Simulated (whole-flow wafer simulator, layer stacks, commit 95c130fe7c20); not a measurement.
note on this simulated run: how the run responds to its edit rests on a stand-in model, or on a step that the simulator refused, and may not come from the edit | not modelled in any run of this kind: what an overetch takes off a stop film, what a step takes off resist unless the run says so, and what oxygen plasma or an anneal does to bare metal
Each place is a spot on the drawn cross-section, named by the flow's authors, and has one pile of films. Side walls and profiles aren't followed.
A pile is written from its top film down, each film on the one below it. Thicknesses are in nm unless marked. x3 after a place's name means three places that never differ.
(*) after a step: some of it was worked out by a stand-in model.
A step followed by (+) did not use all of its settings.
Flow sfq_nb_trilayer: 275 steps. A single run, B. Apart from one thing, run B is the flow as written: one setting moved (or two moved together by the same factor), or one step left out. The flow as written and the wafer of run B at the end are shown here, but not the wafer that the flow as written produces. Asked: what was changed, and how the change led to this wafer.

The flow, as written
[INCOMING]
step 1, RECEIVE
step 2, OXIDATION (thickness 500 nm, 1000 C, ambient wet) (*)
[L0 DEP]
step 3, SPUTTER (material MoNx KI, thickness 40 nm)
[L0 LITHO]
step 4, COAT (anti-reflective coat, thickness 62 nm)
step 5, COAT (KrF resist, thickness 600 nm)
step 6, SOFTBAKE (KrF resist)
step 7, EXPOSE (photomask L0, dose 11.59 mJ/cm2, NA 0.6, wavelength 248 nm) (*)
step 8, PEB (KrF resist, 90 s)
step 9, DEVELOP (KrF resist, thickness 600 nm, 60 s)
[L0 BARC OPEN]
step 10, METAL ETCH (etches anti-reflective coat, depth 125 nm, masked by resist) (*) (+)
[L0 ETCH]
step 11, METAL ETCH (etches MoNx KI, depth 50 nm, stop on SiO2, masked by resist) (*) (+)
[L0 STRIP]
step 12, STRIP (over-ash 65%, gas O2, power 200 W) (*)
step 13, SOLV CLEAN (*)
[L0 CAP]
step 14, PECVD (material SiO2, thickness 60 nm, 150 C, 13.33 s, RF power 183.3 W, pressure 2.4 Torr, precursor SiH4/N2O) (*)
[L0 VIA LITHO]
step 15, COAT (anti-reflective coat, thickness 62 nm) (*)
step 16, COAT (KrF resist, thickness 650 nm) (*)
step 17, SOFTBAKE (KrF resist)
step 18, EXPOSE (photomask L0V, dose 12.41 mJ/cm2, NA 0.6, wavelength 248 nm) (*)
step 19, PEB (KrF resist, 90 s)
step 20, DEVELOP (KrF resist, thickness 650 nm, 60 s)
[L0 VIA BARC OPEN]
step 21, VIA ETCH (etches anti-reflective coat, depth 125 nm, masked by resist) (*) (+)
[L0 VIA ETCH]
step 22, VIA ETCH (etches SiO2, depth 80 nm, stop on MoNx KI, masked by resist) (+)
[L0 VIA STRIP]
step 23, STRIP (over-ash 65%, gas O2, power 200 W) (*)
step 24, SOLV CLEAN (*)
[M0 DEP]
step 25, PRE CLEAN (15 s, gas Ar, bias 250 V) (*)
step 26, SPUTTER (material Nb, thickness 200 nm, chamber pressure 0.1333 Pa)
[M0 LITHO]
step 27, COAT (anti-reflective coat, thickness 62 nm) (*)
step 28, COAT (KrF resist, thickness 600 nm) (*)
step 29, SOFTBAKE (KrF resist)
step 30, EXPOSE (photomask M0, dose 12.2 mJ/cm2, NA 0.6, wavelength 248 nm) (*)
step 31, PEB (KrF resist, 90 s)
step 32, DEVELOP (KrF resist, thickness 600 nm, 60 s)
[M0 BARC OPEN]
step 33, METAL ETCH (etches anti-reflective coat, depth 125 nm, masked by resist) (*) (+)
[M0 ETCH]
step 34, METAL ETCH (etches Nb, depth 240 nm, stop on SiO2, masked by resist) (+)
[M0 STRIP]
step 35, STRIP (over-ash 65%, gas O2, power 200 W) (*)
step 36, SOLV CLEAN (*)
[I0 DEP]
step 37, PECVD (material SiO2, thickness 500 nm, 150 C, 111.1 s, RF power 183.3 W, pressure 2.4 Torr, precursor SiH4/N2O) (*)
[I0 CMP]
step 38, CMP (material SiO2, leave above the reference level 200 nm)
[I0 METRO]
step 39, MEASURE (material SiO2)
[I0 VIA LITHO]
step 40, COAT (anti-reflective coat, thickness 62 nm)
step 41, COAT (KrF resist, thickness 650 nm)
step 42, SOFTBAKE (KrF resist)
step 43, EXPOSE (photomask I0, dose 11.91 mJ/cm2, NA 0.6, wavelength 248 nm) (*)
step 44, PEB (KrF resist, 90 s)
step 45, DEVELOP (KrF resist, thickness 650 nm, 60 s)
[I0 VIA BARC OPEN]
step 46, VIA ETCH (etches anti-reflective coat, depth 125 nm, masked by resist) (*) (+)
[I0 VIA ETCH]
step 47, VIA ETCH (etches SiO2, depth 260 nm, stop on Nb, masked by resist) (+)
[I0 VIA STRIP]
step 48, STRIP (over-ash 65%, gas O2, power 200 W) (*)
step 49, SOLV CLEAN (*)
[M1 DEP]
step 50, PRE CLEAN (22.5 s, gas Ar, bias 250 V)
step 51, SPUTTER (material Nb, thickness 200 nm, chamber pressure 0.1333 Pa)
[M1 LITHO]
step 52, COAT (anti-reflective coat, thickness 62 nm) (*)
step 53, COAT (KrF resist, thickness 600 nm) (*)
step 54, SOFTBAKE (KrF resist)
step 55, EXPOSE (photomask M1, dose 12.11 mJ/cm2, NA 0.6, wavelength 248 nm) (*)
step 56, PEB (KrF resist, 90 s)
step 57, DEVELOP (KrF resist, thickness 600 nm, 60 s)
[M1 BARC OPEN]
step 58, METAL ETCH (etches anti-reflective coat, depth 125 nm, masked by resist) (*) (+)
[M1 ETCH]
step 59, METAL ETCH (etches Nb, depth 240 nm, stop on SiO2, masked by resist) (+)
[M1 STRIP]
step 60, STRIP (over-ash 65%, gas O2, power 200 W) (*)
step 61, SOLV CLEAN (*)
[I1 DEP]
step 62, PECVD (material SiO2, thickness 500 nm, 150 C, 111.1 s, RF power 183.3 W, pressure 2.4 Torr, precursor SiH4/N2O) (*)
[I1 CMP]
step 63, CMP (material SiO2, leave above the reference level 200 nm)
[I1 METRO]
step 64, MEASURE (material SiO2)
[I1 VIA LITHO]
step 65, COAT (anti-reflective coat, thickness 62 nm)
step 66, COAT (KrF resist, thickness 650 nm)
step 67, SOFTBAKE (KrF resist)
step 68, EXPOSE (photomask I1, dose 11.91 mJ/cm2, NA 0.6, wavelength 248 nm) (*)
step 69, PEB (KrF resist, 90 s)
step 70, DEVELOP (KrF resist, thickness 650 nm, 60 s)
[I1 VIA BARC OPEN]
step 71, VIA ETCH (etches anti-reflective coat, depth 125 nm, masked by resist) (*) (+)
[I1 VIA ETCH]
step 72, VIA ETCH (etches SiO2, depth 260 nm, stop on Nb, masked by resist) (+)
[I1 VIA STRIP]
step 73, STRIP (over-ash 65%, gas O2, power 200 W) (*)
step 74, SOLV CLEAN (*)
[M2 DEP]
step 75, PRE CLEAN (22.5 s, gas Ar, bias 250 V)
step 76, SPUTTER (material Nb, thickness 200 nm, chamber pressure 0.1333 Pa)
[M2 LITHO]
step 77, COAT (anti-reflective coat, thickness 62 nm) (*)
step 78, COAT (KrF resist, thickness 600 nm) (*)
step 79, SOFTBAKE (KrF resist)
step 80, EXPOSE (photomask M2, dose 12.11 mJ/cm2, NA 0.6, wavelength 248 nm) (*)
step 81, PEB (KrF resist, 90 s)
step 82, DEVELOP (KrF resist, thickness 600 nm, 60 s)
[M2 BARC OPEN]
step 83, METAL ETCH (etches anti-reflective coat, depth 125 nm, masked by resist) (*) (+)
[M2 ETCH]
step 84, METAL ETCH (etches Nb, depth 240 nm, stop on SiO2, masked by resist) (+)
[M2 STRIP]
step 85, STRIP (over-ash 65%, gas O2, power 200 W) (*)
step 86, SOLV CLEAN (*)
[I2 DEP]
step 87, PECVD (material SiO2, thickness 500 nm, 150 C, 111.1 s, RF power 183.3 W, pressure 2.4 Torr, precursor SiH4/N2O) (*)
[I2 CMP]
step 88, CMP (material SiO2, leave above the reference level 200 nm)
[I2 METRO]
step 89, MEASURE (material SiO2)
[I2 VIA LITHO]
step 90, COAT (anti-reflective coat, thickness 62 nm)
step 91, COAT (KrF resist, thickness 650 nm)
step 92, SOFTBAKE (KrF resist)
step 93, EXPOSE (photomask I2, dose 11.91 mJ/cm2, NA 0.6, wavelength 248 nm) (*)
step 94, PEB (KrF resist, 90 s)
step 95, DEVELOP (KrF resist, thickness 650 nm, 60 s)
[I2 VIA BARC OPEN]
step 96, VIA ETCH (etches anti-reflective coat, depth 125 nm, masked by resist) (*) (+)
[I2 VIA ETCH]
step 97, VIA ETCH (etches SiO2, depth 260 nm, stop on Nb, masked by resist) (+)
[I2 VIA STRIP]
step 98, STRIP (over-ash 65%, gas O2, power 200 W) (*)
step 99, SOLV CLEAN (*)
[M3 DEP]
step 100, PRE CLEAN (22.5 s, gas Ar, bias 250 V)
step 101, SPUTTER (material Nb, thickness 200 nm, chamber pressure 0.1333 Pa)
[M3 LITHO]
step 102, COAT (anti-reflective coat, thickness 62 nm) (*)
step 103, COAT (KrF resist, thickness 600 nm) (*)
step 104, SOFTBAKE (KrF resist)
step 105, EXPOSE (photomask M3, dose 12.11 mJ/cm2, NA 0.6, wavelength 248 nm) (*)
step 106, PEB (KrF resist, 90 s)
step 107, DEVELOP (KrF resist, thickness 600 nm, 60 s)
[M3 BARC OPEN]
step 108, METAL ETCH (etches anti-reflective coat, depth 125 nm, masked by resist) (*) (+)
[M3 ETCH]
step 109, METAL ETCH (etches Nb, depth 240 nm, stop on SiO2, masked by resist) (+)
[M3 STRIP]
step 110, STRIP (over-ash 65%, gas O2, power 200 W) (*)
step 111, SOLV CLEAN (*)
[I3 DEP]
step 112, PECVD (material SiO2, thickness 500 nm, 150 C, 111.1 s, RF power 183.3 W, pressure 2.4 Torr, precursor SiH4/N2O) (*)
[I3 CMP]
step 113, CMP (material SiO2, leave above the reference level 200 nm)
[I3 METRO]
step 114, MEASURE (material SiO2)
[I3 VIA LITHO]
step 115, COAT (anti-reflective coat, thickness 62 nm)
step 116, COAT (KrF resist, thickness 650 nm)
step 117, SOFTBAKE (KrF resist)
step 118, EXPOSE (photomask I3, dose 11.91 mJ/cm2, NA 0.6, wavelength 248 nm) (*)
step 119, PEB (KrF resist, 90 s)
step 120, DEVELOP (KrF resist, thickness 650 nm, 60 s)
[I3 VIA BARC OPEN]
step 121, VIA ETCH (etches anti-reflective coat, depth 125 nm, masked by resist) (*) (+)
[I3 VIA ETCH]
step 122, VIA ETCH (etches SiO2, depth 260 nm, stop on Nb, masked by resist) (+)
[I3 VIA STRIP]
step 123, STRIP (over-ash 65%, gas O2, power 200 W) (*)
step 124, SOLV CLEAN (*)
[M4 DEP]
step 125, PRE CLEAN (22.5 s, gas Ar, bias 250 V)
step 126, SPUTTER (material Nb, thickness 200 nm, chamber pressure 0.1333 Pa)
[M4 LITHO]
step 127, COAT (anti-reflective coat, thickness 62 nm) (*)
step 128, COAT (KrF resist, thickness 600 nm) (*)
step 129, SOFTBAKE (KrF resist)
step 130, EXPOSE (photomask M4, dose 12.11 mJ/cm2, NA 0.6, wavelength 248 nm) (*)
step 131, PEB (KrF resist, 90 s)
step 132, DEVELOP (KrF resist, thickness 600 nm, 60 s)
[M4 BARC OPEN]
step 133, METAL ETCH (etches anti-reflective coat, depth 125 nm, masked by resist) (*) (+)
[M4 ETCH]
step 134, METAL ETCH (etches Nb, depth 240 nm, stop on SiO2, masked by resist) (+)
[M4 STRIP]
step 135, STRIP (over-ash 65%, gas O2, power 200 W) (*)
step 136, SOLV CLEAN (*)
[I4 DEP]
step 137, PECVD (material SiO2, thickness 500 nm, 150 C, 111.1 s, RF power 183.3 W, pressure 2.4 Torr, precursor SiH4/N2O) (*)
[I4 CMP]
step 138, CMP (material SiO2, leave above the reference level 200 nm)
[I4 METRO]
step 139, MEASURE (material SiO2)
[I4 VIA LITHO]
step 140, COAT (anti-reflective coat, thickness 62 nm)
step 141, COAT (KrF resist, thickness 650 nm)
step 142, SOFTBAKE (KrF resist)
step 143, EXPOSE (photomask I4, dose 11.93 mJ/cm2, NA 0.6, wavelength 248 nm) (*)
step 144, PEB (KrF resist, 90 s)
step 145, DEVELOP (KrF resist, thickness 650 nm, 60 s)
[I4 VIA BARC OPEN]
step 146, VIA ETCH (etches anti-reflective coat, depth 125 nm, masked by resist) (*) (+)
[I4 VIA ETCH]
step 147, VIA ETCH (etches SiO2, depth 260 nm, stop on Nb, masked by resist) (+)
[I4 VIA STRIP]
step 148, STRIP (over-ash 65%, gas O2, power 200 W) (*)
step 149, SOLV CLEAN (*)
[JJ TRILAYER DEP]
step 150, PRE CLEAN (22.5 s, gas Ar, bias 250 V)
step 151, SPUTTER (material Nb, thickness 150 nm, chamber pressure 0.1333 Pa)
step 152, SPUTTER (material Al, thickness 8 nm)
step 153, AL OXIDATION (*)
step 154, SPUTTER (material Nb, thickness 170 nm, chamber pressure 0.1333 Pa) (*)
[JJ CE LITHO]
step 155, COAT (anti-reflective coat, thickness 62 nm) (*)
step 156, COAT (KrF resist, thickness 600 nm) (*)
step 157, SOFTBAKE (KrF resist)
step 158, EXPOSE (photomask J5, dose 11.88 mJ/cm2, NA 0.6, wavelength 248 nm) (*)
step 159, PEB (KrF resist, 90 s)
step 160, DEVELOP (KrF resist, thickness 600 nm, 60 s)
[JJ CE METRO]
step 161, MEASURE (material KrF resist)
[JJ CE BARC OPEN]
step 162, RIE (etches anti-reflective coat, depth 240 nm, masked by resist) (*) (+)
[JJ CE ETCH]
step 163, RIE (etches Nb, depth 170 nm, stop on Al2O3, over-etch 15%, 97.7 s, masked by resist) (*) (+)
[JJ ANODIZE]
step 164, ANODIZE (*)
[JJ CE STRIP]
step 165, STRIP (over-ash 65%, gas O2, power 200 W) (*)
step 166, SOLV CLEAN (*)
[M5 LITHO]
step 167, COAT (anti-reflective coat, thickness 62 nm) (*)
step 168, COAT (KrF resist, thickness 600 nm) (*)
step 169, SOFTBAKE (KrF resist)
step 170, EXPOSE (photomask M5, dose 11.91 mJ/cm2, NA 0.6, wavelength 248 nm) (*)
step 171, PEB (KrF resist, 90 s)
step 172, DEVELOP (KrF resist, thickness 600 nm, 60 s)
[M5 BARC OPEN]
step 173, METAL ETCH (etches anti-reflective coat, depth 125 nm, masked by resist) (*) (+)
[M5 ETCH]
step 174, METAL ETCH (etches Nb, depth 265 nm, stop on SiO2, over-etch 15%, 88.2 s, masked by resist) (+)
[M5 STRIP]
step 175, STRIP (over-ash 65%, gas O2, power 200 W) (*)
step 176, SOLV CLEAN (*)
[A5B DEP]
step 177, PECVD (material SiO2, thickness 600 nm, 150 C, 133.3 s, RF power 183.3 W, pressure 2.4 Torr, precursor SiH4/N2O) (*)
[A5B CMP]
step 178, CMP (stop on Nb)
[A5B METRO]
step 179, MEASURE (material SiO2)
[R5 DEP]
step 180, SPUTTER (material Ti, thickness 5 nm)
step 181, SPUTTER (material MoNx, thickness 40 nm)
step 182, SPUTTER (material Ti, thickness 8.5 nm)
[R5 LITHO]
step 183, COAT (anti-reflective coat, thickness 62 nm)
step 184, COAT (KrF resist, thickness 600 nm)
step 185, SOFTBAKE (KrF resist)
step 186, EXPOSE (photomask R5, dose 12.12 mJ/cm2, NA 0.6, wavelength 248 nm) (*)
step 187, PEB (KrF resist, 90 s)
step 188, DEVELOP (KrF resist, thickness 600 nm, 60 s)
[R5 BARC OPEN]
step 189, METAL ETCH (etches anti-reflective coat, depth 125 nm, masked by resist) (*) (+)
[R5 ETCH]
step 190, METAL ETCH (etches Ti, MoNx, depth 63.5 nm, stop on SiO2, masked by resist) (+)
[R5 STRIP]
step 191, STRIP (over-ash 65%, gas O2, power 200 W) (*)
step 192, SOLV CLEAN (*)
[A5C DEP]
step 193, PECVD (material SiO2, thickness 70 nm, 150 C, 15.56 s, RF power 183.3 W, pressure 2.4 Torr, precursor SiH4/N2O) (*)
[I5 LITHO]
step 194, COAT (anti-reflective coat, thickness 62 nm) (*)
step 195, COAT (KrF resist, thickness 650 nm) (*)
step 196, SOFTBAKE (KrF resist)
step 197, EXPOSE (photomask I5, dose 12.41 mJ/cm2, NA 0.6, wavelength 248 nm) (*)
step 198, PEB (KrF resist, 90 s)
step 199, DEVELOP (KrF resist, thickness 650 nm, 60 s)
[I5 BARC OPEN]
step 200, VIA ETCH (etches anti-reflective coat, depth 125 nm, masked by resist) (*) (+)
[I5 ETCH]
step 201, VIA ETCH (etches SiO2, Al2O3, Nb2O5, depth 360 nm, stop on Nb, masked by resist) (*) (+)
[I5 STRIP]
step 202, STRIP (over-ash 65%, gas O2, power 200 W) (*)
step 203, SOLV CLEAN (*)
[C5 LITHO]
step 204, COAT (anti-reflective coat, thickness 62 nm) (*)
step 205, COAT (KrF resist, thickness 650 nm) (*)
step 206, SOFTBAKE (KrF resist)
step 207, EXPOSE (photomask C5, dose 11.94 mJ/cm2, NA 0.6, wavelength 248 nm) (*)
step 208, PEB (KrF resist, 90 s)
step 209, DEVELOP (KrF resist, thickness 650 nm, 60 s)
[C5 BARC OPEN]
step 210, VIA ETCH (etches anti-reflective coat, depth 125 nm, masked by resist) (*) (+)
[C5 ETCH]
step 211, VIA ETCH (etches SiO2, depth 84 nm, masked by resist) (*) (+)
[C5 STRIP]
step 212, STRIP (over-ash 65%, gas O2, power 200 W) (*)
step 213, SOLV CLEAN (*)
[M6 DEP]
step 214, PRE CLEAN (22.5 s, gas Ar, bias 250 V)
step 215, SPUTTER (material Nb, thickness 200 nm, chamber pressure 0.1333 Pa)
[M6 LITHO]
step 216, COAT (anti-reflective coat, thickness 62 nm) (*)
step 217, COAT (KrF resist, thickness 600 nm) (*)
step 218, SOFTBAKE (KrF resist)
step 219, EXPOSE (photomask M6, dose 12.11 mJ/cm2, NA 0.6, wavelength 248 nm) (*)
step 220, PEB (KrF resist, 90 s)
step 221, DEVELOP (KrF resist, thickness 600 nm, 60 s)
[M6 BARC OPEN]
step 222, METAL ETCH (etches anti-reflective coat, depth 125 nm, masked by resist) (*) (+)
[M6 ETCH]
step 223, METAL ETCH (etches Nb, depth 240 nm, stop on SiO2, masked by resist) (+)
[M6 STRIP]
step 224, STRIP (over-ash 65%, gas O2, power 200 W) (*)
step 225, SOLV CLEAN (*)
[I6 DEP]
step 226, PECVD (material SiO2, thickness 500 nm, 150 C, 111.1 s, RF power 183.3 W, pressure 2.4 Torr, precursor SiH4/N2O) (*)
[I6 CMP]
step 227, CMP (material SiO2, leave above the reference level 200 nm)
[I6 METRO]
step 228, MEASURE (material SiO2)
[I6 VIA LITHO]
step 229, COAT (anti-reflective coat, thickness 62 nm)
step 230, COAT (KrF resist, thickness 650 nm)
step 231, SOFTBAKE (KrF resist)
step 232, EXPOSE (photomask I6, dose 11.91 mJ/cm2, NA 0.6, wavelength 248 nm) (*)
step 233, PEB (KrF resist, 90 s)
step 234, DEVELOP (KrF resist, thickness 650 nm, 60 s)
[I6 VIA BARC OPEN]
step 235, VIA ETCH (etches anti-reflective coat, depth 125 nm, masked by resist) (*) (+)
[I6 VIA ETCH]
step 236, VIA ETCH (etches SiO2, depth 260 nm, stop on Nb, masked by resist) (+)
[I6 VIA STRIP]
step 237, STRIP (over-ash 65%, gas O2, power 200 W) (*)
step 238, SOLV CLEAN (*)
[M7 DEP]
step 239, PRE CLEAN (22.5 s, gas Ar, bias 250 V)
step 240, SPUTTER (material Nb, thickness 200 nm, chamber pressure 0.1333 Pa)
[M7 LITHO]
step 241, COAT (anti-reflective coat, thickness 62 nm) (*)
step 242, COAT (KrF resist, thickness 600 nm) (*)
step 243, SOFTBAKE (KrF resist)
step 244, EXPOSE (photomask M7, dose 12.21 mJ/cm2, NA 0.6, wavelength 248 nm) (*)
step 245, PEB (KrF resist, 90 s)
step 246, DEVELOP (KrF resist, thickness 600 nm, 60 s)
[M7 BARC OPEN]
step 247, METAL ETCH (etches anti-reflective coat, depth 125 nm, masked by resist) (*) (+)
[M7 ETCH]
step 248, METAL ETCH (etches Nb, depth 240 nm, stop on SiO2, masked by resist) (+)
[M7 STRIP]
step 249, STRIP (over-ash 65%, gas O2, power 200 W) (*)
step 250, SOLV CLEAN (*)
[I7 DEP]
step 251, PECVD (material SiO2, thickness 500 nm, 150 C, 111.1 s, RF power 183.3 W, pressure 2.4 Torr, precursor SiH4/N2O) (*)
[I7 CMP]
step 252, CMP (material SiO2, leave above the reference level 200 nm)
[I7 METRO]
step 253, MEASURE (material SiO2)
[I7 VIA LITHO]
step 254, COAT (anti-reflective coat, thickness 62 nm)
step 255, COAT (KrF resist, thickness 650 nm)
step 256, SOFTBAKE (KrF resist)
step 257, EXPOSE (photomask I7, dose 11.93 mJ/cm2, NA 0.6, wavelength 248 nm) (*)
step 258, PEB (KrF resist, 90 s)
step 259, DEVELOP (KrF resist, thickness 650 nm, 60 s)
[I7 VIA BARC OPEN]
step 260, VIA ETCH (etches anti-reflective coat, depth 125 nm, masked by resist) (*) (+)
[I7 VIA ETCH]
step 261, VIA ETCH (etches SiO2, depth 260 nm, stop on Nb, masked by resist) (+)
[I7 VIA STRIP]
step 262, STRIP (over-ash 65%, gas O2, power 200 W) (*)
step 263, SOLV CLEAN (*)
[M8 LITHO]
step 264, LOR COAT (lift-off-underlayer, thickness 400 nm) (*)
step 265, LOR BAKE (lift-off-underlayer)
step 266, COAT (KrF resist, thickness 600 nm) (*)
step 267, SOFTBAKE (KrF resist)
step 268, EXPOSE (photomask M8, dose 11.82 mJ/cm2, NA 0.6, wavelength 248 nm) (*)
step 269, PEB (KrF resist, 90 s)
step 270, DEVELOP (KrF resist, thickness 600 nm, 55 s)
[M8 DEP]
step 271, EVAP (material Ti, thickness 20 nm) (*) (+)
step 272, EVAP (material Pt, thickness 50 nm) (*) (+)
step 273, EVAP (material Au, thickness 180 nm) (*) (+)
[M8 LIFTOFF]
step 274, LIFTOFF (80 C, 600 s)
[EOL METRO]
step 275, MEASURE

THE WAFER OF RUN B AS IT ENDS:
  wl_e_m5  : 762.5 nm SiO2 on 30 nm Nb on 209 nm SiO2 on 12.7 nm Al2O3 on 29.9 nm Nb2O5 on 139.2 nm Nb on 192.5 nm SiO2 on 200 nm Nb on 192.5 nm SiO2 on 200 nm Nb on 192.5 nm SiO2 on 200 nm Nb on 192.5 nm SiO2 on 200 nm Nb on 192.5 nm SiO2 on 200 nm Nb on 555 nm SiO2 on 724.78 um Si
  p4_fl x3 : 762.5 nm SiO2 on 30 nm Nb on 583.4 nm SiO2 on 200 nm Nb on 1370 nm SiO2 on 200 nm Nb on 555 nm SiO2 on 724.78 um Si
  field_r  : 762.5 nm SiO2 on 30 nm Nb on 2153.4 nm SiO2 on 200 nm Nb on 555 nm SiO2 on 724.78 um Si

What caused this: step 223, METAL ETCH: depth 170 nm was run, whereas the flow has depth 240 nm.

The path from the change to this, step by step:
  step 223, METAL ETCH (etches Nb, depth 240 nm, stop on SiO2, masked by resist) (+)
      field_l, gap, moat and 76 more: -170 Nb (in the flow as written it would be: -200 Nb (all of it))
      v_sur, via_wl, via_w and 24 more: -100 KrF resist (in the flow as written it would be: -141.2 KrF resist)
  step 224, STRIP (over-ash 65%, gas O2, power 200 W) (*)
      wl_j_sl, wl_j_sr: -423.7 KrF resist (all of it), -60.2 anti-reflective coat (all of it) (in the flow as written it would be: -382.5 KrF resist (all of it), -60.2 anti-reflective coat (all of it))
      m6r_line_l x2: -423.6 KrF resist (all of it), -62 anti-reflective coat (all of it) (in the flow as written it would be: -382.4 KrF resist (all of it), -62 anti-reflective coat (all of it))
      (as well as at 23 more places)
  step 226, PECVD (material SiO2, thickness 500 nm, 150 C, 111.1 s, RF power 183.3 W, pressure 2.4 Torr, precursor SiH4/N2O) (*)
      field_l, p4_fl x3, p4_w1 x9 and 52 more: +500 SiO2 (new film) (in the flow as written it would be: +500 SiO2)
      moat, field_r, lsp_l, ln_m5, lsp_m: +494.6 SiO2 (new film) (in the flow as written it would be: +493.6 SiO2)
      (as well as at 9 more places)
  step 227, CMP (material SiO2, leave above the reference level 200 nm)
      field_l, p4_fl x3, p4_w1 x9 and 49 more: -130 SiO2 (in the flow as written it would be: -100 SiO2)
      moat, field_r, lsp_l, ln_m5, lsp_m: -124.6 SiO2 (in the flow as written it would be: -93.6 SiO2)
      (as well as at 8 more places)
Taking metal films that touch as one body, wl_e_m5 has 7 bodies (between them, from the top down: SiO2 209 / Al2O3 12.7 / Nb2O5 29.9; SiO2 192.5; SiO2 192.5; SiO2 192.5; SiO2 192.5; SiO2 192.5); the flow as written gives 6 bodies (between them, from the top down: SiO2 192.5; SiO2 192.5; SiO2 192.5; SiO2 192.5; SiO2 192.5).
Taking metal films that touch as one body, p4_fl x3 has 3 bodies (between them, from the top down: SiO2 583.4; SiO2 1370); the flow as written gives 2 bodies (between them, from the top down: SiO2 1370).
Taking metal films that touch as one body, field_r has 2 bodies (between them, from the top down: SiO2 2153.4); the flow as written gives 1 body.
